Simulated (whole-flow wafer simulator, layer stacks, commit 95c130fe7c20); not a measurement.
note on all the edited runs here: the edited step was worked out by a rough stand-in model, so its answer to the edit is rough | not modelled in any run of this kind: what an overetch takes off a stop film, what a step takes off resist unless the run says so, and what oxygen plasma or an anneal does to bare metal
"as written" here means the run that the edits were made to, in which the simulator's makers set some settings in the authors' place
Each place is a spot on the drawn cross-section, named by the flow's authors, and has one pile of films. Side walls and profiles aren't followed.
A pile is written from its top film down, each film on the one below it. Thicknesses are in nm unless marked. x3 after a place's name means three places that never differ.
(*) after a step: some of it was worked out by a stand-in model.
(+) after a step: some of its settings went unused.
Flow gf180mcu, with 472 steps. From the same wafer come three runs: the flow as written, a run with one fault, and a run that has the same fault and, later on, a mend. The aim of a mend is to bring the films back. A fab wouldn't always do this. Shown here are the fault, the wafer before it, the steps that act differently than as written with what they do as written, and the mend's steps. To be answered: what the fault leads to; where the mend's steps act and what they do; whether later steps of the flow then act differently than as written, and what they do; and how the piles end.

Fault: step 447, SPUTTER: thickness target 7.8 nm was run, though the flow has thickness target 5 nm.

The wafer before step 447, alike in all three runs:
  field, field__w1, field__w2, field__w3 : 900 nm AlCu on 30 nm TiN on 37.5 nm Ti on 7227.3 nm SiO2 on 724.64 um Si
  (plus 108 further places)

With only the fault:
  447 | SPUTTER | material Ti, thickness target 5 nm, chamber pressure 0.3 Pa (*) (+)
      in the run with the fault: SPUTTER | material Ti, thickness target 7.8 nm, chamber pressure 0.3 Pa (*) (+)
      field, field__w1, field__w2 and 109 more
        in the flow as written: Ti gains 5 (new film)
        in the run with the fault: Ti gains 7.8 (new film)
  Steps later in the flow that act otherwise than as written (5 more steps, not shown, differ only slightly: by at most 2% or 0.5 nm, whichever is larger):
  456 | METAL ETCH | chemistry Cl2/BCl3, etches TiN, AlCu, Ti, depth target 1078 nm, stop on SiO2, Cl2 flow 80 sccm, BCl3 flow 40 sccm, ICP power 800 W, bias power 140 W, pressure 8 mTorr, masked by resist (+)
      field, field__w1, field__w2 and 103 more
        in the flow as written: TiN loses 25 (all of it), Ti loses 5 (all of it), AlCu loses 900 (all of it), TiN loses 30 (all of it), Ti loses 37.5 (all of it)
        in the run with the fault: TiN loses 25 (all of it), Ti loses 7.8 (all of it), AlCu loses 900 (all of it), TiN loses 30 (all of it), Ti loses 37.5 (all of it)
  By the end, the piles at field__w8, contact, m1, m1__w1, pad, m1_nw depart from the flow's by more than 2% or 0.5 nm, whichever is larger.
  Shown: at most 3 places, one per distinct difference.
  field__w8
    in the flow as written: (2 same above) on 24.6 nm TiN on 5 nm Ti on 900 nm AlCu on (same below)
    in the run with the fault: (2 same above) on 24.6 nm TiN on 7.8 nm Ti on 900 nm AlCu on (same below)
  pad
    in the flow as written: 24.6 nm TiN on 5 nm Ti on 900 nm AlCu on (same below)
    in the run with the fault: 24.6 nm TiN on 7.8 nm Ti on 900 nm AlCu on (same below)

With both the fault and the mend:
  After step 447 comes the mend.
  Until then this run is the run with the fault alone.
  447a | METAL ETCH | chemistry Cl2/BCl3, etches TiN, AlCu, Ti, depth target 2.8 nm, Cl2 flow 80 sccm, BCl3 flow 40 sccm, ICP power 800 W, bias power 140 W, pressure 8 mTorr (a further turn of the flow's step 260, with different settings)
      field, field__w1, field__w2 and 109 more
        Ti loses 2.8
  Every later step of the flow that is run acts as written at every place that is followed.
  By the end, the piles equal the flow's at every place that both follow.
